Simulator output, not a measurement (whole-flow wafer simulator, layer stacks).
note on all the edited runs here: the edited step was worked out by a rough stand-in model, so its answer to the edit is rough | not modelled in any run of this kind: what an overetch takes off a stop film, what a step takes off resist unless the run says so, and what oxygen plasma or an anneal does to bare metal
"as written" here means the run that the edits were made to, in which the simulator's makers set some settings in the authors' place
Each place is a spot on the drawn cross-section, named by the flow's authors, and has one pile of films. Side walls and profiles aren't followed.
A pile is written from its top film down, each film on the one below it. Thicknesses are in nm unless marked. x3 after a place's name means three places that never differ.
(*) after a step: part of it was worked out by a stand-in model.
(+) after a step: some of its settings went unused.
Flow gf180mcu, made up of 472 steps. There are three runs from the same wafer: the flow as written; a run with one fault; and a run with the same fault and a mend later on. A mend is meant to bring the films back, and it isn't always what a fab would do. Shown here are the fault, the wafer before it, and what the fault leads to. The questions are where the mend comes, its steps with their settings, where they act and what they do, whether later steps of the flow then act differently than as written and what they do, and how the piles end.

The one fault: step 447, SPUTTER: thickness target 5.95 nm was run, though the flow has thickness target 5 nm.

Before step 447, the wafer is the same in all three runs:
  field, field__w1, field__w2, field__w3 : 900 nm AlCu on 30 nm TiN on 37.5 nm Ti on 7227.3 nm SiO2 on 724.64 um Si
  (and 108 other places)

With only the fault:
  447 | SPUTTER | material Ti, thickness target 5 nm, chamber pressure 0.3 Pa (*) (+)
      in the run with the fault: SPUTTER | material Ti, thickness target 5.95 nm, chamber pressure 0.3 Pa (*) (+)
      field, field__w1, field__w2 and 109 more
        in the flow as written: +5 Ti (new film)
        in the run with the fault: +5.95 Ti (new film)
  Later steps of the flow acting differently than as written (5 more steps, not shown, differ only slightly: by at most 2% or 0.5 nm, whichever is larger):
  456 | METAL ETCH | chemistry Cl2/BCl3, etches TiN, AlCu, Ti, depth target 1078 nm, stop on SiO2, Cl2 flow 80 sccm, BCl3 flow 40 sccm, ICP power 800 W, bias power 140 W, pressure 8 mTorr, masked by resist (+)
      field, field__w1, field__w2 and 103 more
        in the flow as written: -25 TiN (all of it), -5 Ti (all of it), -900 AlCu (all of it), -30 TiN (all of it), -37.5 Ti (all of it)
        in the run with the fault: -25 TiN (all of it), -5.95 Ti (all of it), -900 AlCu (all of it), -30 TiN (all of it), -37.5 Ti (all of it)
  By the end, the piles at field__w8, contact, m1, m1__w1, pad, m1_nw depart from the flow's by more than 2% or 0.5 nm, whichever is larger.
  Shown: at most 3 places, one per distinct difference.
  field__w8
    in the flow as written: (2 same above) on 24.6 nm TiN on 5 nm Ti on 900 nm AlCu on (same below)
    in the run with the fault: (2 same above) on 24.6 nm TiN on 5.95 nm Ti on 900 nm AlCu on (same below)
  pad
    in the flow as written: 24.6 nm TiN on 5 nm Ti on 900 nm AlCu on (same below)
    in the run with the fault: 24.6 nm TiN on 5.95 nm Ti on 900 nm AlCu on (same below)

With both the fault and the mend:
  The mend stands after step 447.
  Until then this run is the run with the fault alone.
  447a | METAL ETCH | chemistry Cl2/BCl3, etches TiN, AlCu, Ti, depth target 0.95 nm, Cl2 flow 80 sccm, BCl3 flow 40 sccm, ICP power 800 W, bias power 140 W, pressure 8 mTorr (a further turn of the flow's step 260, with different settings)
      field, field__w1, field__w2 and 109 more
        -0.95 Ti
  Later steps of the flow that are run all act as written at every place that is followed.
  The piles end the same as the flow's at every place that both follow.
